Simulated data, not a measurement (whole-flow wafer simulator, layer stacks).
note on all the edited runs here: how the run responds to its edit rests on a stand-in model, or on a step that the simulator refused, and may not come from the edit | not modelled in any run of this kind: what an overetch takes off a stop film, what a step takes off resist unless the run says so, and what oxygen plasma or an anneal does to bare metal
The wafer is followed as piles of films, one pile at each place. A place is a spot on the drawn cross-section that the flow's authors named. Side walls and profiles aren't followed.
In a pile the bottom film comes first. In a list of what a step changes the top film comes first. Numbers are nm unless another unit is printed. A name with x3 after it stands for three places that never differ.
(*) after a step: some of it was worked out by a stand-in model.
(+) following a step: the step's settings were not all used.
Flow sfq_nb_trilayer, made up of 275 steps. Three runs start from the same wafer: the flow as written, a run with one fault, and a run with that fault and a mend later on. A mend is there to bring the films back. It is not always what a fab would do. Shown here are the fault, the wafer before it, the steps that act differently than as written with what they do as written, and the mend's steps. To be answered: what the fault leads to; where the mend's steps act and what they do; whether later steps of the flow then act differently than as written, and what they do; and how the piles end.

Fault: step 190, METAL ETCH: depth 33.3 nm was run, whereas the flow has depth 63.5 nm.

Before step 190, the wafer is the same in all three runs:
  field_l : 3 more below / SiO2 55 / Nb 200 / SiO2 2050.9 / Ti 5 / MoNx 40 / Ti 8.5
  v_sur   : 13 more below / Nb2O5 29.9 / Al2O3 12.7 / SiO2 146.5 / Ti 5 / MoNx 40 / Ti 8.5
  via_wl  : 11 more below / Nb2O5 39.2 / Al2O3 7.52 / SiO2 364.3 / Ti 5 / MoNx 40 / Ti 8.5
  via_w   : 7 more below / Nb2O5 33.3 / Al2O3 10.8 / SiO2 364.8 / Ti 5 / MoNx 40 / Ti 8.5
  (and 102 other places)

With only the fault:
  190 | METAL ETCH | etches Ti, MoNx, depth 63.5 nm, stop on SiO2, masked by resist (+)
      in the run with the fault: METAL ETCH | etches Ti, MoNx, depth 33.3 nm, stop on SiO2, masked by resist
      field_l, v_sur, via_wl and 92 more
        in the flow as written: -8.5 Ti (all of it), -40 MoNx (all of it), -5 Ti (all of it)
        in the run with the fault: -8.5 Ti (all of it), -24.8 MoNx
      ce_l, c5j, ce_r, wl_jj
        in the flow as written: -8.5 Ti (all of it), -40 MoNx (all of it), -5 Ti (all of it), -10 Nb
        in the run with the fault: -8.5 Ti (all of it), -24.8 MoNx
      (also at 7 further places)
  Later steps of the flow acting differently than as written (9 other steps are not shown; they differ only slightly, by no more than 2% or 0.5 nm, whichever is larger):
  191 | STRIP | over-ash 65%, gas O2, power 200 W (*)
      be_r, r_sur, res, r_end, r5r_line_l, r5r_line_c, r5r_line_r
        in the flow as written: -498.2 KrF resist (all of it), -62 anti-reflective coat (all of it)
        in the run with the fault: -510.2 KrF resist (all of it), -62 anti-reflective coat (all of it)
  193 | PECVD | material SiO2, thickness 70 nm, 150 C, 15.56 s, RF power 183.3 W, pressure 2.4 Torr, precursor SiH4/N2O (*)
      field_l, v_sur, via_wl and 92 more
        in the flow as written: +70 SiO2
        in the run with the fault: +70 SiO2 (new film)
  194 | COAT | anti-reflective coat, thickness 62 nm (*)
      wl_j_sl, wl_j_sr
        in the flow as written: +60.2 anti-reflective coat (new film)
        in the run with the fault: +62 anti-reflective coat (new film)
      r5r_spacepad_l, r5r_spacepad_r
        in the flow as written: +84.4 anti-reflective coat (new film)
        in the run with the fault: +75.7 anti-reflective coat (new film)
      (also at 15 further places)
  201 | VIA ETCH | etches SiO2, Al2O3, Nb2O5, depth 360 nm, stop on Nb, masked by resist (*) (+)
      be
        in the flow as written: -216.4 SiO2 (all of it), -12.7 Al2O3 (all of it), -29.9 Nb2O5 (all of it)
        in the run with the fault: -69.8 SiO2 (all of it), -15.2 MoNx (all of it), -5 Ti (all of it), -146.5 SiO2 (all of it), -12.7 Al2O3 (all of it), -29.9 Nb2O5 (all of it)
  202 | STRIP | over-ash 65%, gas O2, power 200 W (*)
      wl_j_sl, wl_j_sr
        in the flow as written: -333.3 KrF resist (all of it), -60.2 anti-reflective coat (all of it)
        in the run with the fault: -333.2 KrF resist (all of it), -62 anti-reflective coat (all of it)
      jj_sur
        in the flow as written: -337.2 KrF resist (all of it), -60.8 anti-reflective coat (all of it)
        in the run with the fault: -335.6 KrF resist (all of it), -62.5 anti-reflective coat (all of it)
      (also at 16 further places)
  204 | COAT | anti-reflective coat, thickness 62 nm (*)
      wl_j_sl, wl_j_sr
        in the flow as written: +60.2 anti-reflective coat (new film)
        in the run with the fault: +62 anti-reflective coat (new film)
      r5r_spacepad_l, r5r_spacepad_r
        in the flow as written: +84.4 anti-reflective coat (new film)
        in the run with the fault: +75.7 anti-reflective coat (new film)
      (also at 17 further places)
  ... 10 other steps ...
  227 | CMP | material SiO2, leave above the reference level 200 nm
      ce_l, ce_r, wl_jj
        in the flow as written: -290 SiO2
        in the run with the fault: -300 SiO2
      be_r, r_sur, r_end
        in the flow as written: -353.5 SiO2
        in the run with the fault: -333.3 SiO2
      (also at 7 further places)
  At field_l, v_sur, via_wl and 103 more, the piles at the end differ from the flow's by more than 2% or 0.5 nm, whichever is larger.
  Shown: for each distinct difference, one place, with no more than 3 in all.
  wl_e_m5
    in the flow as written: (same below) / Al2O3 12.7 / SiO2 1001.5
    in the run with the fault: (same below) / Al2O3 12.7 / SiO2 146.5 / Ti 5 / MoNx 15.2 / SiO2 855
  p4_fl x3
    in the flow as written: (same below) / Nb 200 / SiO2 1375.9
    in the run with the fault: (same below) / Nb 200 / SiO2 520.9 / Ti 5 / MoNx 15.2 / SiO2 855
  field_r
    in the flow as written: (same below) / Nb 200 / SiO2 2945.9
    in the run with the fault: (same below) / Nb 200 / SiO2 2090.9 / Ti 5 / MoNx 15.2 / SiO2 855

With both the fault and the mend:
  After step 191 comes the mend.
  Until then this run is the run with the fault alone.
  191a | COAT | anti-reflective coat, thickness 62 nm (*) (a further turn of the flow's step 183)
      p4_fl x3, p4_w1 x9, p4_g1 x2 and 57 more
        +62 anti-reflective coat (new film)
      via_wl, via_w, via_wr and 8 more
        +62.2 anti-reflective coat (new film)
      be_sur, gap, c5j, ln_m5, lsp_m
        +62.3 anti-reflective coat (new film)
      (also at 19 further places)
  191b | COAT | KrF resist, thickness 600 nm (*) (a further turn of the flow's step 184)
      p4_fl x3, p4_w1 x9, p4_g1 x2 and 57 more
        +600 KrF resist (new film)
      field_l, v_sur, via_wl, via_w, via_wr
        +600.4 KrF resist (new film)
      via_sp, l0_sur, l0v
        +600.5 KrF resist (new film)
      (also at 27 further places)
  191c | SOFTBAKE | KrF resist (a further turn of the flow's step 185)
      alters no film at any place that is followed
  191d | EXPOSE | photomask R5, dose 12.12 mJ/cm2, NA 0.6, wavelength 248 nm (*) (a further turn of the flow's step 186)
      alters no film at any place that is followed
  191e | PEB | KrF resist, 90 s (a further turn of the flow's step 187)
      field_l, v_sur, via_wl and 79 more
        -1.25 KrF resist
      be, be_sur, gap and 12 more
        -1.26 KrF resist
      r_end, r5r_line_l, r5r_line_c, r5r_line_r
        -1.23 KrF resist
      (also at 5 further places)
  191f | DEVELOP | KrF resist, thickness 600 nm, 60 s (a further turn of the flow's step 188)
      p4_fl x3, p4_w1 x9, p4_g1 x2 and 57 more
        -598.7 KrF resist (all of it)
      be_r, r_sur, res, r_end, r5r_line_l, r5r_line_c, r5r_line_r
        -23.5 KrF resist
      via_w, via_wr, via_sp, l0v
        -599.2 KrF resist (all of it)
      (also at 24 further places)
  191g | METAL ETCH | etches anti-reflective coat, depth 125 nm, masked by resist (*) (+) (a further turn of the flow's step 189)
      p4_fl x3, p4_w1 x9, p4_g1 x2 and 57 more
        -62 anti-reflective coat (all of it)
      via_wl, via_w, via_wr and 8 more
        -62.2 anti-reflective coat (all of it)
      be_r, r_sur, res, r_end, r5r_line_l, r5r_line_c, r5r_line_r
        -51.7 KrF resist
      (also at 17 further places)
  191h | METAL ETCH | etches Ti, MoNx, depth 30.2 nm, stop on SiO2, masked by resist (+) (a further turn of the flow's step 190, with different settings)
      field_l, v_sur, via_wl and 92 more
        -15.2 MoNx (all of it), -5 Ti (all of it)
      be_r, r_sur, res, r_end, r5r_line_l, r5r_line_c, r5r_line_r
        -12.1 KrF resist
      ce_l, c5j, ce_r, wl_jj
        -15.2 MoNx (all of it), -5 Ti (all of it), -10 Nb
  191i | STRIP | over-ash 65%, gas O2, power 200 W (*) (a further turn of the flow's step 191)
      r5r_line_l, r5r_line_c, r5r_line_r
        -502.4 KrF resist (all of it), -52 anti-reflective coat (all of it)
      be_r
        -497.8 KrF resist (all of it), -56.2 anti-reflective coat (all of it)
      r_sur
        -497.6 KrF resist (all of it), -59 anti-reflective coat (all of it)
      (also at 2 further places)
  Later steps of the flow that are run all act as written at every place that is followed.
  By the end, the piles equal the flow's at every place that both follow.
